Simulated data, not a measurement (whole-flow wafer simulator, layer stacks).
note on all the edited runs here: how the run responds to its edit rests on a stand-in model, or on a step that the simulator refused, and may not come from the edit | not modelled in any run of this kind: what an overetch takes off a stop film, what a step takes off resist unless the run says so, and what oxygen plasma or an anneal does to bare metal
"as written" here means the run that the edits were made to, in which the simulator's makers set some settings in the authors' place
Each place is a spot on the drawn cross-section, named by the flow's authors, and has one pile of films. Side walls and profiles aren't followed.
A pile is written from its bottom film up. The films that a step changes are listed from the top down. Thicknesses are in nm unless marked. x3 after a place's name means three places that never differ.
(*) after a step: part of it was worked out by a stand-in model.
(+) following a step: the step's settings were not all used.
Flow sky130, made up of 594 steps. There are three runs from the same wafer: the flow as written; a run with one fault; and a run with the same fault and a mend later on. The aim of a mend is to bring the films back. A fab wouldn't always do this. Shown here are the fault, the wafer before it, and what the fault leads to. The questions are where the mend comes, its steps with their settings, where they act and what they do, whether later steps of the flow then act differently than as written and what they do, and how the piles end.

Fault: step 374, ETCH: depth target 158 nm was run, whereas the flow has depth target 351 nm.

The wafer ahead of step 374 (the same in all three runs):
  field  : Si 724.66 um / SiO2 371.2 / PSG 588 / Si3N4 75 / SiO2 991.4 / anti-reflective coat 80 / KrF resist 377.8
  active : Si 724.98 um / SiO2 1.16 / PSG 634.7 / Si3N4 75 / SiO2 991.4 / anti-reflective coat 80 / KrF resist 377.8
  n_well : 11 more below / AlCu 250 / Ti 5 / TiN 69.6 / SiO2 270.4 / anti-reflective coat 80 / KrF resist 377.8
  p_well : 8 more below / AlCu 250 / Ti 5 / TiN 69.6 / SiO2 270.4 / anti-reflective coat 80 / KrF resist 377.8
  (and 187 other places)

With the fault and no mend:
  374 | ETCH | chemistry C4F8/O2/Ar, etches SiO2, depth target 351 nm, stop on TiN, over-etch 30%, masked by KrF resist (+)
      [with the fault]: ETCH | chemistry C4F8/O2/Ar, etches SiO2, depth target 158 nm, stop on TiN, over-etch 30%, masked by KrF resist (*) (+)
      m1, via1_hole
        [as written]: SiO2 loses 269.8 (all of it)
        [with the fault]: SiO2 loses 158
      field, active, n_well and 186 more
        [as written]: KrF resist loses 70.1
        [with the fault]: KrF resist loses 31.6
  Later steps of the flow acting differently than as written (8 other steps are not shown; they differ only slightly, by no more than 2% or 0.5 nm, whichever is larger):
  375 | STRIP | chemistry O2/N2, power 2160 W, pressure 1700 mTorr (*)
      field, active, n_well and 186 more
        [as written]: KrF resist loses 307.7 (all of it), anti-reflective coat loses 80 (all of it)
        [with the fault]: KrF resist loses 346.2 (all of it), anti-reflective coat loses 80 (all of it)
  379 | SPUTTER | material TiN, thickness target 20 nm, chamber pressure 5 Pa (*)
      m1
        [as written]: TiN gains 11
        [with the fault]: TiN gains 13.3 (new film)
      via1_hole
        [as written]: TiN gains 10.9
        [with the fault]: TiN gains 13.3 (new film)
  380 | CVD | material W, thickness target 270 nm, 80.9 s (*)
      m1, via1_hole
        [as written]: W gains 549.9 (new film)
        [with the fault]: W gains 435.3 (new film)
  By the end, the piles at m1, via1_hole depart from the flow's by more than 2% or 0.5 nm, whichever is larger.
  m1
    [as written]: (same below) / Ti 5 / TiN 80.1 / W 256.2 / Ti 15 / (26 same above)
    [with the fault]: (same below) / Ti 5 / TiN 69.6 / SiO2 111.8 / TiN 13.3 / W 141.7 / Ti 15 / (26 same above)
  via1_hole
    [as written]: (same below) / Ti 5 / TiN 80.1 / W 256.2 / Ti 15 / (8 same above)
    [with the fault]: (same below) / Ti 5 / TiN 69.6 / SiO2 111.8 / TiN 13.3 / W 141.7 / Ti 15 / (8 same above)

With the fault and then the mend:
  The mend follows step 374.
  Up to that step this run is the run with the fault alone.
  374a | ETCH | chemistry C4F8/O2/Ar, etches SiO2, depth target 193 nm, stop on TiN, over-etch 30%, masked by KrF resist (+) (the flow's step 374, run once more with other settings)
      field, active, n_well and 186 more
        KrF resist loses 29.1
      m1, via1_hole
        SiO2 loses 111.8 (all of it)
  Later steps of the flow acting differently than as written:
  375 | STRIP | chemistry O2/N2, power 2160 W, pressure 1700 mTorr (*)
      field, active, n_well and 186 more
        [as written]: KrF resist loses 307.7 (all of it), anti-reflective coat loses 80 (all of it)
        [with the mend]: KrF resist loses 317.2 (all of it), anti-reflective coat loses 80 (all of it)
  By the end, the piles equal the flow's at every place that both follow.
